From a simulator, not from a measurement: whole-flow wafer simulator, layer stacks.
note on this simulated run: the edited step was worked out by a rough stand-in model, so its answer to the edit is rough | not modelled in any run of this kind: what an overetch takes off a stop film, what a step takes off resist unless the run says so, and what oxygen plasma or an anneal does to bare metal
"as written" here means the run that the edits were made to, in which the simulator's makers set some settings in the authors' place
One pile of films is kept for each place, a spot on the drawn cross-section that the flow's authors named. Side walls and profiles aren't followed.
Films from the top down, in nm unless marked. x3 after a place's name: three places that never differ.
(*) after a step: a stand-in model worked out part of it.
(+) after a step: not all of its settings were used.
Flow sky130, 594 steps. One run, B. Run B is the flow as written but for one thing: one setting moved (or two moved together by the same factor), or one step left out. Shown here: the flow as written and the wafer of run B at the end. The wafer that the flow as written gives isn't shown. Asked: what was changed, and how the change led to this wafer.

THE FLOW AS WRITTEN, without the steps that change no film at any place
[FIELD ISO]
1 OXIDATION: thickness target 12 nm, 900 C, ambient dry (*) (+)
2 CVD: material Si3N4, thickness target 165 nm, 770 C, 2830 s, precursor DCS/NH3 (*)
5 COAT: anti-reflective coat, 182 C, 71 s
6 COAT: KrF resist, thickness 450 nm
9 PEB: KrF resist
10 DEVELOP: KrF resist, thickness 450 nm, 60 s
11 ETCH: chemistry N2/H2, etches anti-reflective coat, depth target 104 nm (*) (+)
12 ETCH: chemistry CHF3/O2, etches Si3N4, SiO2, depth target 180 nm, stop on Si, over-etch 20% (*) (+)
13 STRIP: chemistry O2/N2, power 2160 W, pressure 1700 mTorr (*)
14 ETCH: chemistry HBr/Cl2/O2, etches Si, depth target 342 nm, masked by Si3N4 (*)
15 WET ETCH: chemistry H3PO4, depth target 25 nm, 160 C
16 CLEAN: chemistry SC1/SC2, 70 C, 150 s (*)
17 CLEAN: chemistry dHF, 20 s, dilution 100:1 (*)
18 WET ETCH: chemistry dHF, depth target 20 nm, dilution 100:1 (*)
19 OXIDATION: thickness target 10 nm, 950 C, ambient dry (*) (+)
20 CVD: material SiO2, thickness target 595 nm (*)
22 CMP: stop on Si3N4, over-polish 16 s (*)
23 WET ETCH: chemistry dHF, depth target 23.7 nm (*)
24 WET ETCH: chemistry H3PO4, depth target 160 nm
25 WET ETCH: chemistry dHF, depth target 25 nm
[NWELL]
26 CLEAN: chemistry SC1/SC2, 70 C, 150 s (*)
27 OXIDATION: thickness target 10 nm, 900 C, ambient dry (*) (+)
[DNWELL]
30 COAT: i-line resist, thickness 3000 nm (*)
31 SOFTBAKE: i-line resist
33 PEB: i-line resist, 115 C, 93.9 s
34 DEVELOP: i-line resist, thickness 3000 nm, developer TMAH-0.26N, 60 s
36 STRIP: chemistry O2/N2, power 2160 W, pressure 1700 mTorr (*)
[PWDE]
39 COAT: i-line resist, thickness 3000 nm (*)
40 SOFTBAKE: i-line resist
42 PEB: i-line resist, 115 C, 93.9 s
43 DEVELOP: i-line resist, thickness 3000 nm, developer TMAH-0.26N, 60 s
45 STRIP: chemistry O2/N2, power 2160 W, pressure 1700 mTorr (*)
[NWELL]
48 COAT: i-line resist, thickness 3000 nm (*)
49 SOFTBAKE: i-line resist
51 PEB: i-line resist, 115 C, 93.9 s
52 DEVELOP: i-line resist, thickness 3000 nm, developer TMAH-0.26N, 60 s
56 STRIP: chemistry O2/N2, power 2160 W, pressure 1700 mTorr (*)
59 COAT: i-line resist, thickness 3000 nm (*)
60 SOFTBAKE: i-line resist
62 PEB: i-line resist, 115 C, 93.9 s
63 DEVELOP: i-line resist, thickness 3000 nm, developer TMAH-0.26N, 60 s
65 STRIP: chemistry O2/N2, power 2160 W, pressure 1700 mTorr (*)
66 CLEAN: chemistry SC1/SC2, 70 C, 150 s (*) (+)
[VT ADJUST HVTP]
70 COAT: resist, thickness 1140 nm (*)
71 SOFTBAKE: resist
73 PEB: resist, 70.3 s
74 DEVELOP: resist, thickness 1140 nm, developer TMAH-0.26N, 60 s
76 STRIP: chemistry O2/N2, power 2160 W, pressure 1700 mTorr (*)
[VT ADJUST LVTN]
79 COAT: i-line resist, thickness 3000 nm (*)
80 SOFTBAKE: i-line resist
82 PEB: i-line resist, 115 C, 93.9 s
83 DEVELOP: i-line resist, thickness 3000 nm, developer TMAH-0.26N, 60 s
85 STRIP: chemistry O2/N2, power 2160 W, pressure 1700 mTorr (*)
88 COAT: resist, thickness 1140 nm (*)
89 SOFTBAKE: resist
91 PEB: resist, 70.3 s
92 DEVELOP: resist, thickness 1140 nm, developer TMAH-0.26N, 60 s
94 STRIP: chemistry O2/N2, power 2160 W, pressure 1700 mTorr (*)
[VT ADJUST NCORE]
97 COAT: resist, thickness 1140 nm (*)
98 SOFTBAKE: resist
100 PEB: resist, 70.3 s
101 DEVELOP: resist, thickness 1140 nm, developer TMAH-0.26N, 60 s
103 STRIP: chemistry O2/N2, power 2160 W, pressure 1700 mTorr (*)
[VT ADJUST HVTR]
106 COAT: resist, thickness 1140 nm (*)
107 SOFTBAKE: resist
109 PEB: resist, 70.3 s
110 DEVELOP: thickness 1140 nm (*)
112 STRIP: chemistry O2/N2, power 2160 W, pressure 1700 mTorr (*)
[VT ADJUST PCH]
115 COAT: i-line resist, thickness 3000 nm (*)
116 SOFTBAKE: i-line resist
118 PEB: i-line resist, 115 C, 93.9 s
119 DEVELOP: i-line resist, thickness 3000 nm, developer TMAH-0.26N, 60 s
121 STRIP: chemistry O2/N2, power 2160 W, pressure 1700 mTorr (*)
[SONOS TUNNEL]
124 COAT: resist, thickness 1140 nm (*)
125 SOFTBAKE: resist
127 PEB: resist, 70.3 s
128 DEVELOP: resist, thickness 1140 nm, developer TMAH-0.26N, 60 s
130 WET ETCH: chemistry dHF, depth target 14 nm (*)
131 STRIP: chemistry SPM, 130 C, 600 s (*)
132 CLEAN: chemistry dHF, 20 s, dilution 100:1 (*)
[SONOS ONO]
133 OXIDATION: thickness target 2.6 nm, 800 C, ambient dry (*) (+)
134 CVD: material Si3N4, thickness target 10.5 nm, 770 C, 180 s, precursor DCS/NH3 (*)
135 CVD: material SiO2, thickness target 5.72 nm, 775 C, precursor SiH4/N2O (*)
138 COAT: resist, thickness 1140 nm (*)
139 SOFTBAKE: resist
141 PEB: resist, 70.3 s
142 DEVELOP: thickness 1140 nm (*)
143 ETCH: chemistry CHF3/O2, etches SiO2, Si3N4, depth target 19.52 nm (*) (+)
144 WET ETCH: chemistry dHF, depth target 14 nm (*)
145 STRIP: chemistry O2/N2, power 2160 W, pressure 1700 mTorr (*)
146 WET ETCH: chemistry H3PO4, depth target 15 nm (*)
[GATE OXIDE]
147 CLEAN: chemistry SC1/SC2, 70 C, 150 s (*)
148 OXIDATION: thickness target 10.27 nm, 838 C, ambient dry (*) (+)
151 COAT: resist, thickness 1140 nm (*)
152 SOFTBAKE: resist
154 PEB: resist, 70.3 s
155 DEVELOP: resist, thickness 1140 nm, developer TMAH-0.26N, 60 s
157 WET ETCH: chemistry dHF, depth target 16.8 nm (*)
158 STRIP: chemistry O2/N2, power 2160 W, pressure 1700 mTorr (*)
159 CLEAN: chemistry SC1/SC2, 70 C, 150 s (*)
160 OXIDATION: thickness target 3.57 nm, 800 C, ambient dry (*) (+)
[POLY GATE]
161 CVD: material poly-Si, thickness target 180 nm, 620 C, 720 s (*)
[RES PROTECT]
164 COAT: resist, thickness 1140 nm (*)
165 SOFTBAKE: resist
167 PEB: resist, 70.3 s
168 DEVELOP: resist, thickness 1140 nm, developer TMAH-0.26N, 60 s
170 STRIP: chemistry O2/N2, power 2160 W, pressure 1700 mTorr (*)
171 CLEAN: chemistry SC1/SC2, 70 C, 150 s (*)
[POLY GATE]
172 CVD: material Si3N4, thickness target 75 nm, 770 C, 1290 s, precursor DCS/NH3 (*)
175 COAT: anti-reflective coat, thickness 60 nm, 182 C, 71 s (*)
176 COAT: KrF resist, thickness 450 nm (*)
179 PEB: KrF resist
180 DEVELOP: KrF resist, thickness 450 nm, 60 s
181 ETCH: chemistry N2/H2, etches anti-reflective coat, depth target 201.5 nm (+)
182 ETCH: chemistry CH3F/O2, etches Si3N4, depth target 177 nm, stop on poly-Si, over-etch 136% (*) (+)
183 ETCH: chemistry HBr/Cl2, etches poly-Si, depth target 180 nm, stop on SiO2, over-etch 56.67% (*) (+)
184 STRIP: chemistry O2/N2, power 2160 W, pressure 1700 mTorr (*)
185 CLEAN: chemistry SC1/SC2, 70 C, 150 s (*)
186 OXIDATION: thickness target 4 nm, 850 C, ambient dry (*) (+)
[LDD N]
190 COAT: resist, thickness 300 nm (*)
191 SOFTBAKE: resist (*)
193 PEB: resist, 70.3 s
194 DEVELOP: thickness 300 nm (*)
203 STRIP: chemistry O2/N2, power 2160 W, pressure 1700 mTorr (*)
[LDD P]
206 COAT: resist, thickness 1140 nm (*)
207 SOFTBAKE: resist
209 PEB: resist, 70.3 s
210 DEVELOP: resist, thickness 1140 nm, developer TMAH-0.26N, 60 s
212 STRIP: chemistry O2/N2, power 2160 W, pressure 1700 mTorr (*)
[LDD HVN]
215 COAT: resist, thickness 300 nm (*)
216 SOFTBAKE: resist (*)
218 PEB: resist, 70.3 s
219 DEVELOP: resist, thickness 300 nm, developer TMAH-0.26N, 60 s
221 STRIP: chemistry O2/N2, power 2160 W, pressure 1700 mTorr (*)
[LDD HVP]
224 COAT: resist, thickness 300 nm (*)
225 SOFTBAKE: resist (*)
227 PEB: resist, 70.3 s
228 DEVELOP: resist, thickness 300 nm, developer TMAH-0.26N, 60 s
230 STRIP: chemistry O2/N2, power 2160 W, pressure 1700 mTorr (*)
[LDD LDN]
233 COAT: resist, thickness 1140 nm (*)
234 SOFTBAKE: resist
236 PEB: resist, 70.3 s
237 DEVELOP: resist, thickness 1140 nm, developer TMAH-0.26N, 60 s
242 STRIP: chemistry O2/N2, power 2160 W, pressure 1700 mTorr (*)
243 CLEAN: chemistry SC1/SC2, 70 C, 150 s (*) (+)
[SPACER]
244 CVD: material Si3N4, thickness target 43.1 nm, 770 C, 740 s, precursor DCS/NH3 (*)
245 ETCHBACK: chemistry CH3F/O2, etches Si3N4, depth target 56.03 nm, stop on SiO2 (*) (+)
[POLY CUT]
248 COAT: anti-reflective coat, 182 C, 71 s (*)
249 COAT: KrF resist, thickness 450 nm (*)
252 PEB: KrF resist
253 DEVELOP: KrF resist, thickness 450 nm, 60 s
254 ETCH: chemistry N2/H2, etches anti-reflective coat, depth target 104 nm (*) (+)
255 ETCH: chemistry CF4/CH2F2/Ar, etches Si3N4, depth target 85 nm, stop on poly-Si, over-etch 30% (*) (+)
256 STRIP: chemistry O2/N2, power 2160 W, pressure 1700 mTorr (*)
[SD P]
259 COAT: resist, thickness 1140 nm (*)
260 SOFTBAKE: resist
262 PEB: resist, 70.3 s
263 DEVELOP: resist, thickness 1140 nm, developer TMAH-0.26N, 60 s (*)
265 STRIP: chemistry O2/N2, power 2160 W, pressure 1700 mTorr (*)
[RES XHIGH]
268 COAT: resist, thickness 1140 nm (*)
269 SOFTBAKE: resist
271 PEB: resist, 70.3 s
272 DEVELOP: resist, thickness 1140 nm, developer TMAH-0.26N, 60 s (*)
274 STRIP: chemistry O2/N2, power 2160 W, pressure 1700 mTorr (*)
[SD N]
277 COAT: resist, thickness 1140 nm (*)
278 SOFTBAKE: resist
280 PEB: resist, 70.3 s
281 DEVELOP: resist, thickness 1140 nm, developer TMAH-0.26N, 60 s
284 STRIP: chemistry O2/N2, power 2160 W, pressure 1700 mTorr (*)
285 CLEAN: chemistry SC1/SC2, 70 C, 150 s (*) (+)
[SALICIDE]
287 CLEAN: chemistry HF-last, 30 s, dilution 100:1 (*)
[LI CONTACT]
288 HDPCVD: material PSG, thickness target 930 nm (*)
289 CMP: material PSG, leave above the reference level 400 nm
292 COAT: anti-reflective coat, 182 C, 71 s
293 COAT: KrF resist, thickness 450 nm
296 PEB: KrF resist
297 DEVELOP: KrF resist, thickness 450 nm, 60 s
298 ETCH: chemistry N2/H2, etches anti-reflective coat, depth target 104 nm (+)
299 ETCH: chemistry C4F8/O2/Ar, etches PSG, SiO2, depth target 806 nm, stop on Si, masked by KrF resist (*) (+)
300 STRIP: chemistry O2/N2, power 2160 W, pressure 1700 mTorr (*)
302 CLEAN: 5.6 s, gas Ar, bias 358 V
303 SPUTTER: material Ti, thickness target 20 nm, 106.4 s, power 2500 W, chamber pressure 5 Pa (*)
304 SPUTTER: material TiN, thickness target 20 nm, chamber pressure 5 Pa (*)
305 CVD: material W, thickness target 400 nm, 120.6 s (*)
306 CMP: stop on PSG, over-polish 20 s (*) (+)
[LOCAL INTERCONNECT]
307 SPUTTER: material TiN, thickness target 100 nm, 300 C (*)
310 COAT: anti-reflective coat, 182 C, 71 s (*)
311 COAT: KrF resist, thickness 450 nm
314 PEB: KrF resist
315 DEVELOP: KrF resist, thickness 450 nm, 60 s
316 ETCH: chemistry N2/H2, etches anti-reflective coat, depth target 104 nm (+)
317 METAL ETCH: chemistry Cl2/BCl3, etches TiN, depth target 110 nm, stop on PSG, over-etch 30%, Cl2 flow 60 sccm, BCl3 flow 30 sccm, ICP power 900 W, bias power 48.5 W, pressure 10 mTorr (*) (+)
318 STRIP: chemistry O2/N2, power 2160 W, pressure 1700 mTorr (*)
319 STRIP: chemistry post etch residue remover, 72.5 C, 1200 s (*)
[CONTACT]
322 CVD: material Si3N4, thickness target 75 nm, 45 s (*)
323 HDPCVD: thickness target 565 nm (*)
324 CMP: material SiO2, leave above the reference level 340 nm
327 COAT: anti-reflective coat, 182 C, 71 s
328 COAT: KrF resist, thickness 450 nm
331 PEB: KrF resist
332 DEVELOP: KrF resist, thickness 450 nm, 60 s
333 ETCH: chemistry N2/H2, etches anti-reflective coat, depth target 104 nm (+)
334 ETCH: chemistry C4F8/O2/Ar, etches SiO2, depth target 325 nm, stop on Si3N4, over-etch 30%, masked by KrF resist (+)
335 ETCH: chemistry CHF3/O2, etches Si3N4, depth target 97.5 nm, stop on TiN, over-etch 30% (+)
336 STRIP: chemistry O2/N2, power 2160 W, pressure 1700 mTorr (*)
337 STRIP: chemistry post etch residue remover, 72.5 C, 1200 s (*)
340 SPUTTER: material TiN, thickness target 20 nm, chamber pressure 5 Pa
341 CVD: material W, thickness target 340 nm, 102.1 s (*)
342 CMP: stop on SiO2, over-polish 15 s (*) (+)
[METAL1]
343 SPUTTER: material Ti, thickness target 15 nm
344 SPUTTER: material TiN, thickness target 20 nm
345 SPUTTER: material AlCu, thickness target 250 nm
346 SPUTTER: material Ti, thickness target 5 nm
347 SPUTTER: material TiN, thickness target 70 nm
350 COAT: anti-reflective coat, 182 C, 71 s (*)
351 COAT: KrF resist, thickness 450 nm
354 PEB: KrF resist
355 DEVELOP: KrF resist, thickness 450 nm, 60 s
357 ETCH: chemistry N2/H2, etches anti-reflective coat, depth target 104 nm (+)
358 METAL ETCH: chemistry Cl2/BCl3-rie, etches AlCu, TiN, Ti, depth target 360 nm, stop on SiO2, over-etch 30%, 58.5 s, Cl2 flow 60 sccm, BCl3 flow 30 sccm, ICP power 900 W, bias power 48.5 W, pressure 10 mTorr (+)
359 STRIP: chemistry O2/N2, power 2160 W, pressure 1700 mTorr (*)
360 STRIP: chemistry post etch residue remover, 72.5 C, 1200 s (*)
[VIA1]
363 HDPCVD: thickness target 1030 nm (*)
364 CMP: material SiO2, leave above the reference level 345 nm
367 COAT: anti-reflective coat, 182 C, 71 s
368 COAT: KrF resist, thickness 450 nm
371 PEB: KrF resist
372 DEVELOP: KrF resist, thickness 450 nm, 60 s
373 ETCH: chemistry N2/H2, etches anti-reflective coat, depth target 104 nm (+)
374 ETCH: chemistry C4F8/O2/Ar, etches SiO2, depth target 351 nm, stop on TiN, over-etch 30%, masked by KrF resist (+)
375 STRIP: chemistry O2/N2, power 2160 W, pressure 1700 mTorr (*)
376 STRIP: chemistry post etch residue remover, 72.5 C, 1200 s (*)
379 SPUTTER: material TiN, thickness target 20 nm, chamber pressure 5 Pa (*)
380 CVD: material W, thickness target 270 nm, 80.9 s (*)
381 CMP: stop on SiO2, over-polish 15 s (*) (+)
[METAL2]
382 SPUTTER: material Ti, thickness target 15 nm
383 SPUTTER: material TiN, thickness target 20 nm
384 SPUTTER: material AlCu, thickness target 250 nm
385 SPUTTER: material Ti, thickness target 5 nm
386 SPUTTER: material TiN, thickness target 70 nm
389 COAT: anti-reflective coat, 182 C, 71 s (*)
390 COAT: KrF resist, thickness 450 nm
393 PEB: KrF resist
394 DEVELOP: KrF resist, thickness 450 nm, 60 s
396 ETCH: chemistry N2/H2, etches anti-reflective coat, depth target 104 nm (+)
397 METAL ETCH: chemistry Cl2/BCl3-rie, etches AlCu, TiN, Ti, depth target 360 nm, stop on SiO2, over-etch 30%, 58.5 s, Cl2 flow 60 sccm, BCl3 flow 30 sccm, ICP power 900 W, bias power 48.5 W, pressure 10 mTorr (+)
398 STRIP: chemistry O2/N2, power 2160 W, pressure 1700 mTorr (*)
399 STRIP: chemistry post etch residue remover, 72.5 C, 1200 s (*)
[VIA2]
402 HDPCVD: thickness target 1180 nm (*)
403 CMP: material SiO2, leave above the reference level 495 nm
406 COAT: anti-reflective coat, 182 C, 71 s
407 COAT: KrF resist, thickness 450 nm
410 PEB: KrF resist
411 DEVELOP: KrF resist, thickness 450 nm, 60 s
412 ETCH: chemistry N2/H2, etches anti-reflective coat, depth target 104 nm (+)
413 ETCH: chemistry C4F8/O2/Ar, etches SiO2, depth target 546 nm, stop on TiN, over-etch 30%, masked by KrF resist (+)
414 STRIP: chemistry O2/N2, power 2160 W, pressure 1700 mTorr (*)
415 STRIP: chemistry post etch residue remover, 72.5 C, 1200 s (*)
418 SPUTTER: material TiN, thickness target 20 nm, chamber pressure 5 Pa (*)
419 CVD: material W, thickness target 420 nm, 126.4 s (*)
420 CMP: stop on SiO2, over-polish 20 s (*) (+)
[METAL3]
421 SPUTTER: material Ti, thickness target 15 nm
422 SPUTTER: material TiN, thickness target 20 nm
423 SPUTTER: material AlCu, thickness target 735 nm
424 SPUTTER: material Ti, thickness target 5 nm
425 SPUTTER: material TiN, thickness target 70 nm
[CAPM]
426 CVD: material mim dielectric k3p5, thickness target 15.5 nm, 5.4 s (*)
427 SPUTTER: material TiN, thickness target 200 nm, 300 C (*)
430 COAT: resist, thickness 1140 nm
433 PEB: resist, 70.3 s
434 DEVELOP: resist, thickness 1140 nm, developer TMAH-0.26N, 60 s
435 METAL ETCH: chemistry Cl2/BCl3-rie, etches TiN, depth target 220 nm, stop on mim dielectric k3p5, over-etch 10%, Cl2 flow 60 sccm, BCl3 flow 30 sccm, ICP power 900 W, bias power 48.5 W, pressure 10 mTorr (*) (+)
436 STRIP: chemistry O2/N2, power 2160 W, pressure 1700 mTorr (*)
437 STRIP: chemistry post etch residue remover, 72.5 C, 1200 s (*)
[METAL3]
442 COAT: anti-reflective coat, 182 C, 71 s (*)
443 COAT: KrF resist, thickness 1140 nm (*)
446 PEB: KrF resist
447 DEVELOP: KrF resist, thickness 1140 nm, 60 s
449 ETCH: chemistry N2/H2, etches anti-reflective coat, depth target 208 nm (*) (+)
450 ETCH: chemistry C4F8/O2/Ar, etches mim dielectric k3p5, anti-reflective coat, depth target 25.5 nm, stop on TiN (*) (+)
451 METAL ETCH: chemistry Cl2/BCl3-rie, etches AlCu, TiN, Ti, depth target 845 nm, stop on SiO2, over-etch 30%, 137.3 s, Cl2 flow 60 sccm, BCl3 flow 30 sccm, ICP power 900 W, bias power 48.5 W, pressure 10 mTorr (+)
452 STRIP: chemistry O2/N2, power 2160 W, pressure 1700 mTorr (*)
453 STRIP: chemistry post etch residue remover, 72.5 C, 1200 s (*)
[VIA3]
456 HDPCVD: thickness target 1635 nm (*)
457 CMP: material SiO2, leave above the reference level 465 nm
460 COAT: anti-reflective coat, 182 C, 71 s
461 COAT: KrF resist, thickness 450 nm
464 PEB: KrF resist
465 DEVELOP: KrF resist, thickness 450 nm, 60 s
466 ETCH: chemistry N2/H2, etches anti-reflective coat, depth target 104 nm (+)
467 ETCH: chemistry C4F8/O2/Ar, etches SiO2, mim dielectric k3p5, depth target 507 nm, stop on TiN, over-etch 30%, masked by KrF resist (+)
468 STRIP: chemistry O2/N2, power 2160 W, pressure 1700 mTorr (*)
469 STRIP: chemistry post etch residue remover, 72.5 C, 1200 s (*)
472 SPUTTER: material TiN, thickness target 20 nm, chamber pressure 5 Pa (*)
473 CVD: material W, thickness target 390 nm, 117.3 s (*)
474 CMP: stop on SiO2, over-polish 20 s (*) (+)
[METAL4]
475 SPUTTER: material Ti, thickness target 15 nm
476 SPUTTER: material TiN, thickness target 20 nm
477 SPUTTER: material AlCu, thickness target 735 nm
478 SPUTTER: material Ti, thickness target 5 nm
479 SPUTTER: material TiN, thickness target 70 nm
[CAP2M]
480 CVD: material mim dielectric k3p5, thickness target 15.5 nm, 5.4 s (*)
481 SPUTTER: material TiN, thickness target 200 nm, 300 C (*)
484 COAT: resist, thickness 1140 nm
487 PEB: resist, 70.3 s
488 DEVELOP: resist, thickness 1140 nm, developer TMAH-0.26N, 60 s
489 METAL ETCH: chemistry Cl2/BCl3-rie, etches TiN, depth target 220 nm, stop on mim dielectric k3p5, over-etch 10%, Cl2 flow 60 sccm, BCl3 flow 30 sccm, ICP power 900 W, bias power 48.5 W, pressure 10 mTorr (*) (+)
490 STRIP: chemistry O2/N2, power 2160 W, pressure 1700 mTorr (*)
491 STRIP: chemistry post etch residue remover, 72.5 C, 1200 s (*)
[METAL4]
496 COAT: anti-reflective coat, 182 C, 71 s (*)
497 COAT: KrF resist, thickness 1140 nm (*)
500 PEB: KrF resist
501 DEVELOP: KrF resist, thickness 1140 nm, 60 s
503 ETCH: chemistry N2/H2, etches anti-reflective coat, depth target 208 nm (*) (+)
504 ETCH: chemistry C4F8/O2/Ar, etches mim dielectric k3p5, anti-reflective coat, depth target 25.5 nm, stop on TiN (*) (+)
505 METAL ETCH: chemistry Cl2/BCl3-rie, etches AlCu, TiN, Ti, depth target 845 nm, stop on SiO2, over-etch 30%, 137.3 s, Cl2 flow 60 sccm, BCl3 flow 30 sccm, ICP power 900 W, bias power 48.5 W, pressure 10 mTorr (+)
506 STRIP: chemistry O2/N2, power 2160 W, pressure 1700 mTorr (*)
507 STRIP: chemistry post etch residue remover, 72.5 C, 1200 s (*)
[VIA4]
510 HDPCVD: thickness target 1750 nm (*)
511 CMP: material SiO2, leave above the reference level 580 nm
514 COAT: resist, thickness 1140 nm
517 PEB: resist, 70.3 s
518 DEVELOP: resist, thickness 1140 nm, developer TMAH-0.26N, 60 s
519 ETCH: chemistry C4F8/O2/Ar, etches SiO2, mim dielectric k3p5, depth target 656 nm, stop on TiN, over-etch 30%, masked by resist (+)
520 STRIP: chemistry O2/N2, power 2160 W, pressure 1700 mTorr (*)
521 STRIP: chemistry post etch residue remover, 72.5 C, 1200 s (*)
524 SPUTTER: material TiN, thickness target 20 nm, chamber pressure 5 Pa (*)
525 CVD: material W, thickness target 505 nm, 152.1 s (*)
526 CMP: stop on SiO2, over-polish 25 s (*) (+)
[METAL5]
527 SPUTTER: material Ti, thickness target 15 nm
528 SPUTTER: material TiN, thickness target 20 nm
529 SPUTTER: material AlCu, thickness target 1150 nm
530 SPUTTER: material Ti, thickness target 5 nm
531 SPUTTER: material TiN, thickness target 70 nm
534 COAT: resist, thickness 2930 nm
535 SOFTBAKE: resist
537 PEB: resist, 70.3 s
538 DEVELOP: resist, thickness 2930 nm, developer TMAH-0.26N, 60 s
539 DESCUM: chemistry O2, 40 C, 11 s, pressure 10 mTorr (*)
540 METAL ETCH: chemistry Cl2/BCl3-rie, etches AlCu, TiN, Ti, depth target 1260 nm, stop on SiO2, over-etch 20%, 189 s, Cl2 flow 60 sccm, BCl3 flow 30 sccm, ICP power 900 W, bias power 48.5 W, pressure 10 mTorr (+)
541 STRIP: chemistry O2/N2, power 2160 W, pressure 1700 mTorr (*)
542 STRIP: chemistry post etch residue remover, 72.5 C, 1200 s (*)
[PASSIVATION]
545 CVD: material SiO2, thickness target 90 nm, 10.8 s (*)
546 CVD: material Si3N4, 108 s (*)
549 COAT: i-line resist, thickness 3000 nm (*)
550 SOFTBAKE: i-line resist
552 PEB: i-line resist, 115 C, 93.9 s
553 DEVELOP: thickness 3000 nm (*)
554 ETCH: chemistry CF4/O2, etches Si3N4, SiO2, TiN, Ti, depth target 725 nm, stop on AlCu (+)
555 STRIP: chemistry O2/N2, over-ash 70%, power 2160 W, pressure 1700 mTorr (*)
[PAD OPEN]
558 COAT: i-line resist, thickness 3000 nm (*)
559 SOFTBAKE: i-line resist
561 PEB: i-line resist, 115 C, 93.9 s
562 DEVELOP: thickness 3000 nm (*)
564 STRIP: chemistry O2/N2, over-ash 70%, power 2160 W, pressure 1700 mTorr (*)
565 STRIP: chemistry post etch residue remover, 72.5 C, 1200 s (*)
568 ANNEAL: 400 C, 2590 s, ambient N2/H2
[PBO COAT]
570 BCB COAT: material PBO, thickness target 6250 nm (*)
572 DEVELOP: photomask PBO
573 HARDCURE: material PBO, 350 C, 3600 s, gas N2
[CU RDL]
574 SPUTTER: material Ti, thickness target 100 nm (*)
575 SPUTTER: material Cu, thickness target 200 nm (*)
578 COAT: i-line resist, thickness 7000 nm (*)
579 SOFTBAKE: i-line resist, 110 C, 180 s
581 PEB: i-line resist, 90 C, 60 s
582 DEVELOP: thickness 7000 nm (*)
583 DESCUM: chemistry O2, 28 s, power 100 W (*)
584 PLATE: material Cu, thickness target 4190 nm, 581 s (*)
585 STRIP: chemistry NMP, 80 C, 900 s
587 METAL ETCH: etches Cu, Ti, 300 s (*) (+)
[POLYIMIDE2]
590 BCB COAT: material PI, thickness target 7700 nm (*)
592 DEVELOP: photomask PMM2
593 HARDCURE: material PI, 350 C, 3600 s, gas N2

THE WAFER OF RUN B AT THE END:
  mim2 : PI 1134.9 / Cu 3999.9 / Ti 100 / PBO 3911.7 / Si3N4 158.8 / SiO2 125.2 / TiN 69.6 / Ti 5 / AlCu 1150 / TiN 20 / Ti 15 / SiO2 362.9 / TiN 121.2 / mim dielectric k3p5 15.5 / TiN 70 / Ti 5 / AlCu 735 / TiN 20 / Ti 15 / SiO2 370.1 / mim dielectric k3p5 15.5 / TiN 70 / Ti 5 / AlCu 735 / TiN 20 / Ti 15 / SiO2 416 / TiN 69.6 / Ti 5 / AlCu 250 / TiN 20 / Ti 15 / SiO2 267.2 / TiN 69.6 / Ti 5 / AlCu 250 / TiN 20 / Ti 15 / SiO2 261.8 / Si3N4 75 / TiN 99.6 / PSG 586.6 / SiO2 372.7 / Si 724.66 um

The cause: step 481, SPUTTER: thickness target 122 nm was run, where the flow has thickness target 200 nm.

How the change led to this, step by step:
  481 SPUTTER: material TiN, thickness target 200 nm, 300 C (*)
      field, active, n_well and 189 more: TiN +122 (new film) (as written it would be: TiN +200 (new film))
  489 METAL ETCH: chemistry Cl2/BCl3-rie, etches TiN, depth target 220 nm, stop on mim dielectric k3p5, over-etch 10%, Cl2 flow 60 sccm, BCl3 flow 30 sccm, ICP power 900 W, bias power 48.5 W, pressure 10 mTorr (*) (+)
      field, active, n_well and 188 more: TiN -122 (all of it) (as written it would be: TiN -200 (all of it))
      mim2: resist -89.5 (as written it would be: resist -146.7)
  490 STRIP: chemistry O2/N2, power 2160 W, pressure 1700 mTorr (*)
      mim2: resist -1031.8 (all of it) (as written it would be: resist -974.6 (all of it))
  496 COAT: anti-reflective coat, 182 C, 71 s (*)
      iso_guard__w2: anti-reflective coat +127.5 (new film) (as written it would be: anti-reflective coat +177.8 (new film))
      mim2: anti-reflective coat +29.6 (new film) (as written it would be: anti-reflective coat +40.3 (new film))
  497 COAT: KrF resist, thickness 1140 nm (*)
      iso_guard__w2: KrF resist +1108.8 (new film) (as written it would be: KrF resist +1074.8 (new film))
      mim2: KrF resist +1087.5 (new film) (as written it would be: KrF resist +1018.9 (new film))
  506 STRIP: chemistry O2/N2, power 2160 W, pressure 1700 mTorr (*)
      iso_guard__w2: KrF resist -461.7 (all of it), anti-reflective coat -127.5 (all of it) (as written it would be: KrF resist -427.9 (all of it), anti-reflective coat -177.8 (all of it))
      mim2: KrF resist -440.5 (all of it), anti-reflective coat -29.6 (all of it) (as written it would be: KrF resist -372.1 (all of it), anti-reflective coat -40.3 (all of it))
  511 CMP: material SiO2, leave above the reference level 580 nm
      mim2: SiO2 -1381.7 (as written it would be: SiO2 -1459.7)
